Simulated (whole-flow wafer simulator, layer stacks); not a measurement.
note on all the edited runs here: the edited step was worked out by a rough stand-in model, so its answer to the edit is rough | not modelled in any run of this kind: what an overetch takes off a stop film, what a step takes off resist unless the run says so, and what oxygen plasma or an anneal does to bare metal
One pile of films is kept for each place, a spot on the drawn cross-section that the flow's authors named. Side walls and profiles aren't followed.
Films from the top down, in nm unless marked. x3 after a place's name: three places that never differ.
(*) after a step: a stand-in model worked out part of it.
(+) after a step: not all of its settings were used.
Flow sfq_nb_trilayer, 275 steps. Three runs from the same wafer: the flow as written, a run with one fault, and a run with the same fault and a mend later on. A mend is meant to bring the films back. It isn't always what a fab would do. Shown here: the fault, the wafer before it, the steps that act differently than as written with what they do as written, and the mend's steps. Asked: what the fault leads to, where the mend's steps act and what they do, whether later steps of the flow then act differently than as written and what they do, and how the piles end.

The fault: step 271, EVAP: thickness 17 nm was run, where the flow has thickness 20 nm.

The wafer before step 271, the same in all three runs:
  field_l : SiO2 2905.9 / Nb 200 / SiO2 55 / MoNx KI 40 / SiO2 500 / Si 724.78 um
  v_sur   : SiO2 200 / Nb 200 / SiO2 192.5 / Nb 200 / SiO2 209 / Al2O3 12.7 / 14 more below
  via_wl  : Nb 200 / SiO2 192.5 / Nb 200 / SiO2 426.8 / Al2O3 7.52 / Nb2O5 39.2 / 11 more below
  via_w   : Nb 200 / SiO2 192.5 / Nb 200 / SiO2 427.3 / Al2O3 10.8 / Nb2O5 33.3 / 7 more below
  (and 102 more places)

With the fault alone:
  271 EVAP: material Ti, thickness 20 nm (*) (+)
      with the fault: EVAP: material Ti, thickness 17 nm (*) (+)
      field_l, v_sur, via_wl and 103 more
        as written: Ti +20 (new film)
        with the fault: Ti +17 (new film)
  Later steps of the flow that act differently than as written:
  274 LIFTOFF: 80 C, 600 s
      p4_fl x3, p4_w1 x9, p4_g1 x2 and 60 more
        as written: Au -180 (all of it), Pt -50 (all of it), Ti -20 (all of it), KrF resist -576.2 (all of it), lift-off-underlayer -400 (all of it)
        with the fault: Au -180 (all of it), Pt -50 (all of it), Ti -17 (all of it), KrF resist -576.2 (all of it), lift-off-underlayer -400 (all of it)
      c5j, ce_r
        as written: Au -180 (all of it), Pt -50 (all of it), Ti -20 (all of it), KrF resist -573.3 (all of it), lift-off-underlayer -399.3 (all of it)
        with the fault: Au -180 (all of it), Pt -50 (all of it), Ti -17 (all of it), KrF resist -573.3 (all of it), lift-off-underlayer -399.3 (all of it)
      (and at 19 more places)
  At the end the piles differ from the flow's by more than 2% or 0.5 nm, whichever is larger, at field_l, v_sur, via_wl and 8 more.
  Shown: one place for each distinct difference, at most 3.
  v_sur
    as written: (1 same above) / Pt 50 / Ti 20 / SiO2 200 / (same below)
    with the fault: (1 same above) / Pt 50 / Ti 17 / SiO2 200 / (same below)
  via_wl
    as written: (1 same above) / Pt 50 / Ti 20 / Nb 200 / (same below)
    with the fault: (1 same above) / Pt 50 / Ti 17 / Nb 200 / (same below)
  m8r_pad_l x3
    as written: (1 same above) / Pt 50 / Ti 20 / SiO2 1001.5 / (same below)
    with the fault: (1 same above) / Pt 50 / Ti 17 / SiO2 1001.5 / (same below)

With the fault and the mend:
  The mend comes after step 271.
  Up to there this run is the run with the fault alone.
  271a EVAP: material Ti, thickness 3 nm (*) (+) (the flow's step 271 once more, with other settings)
      field_l, v_sur, via_wl and 103 more
        Ti +3
  No later step of the flow acts differently than as written at any place that is followed.
  At the end the piles are the same as the flow's at every place that both follow.
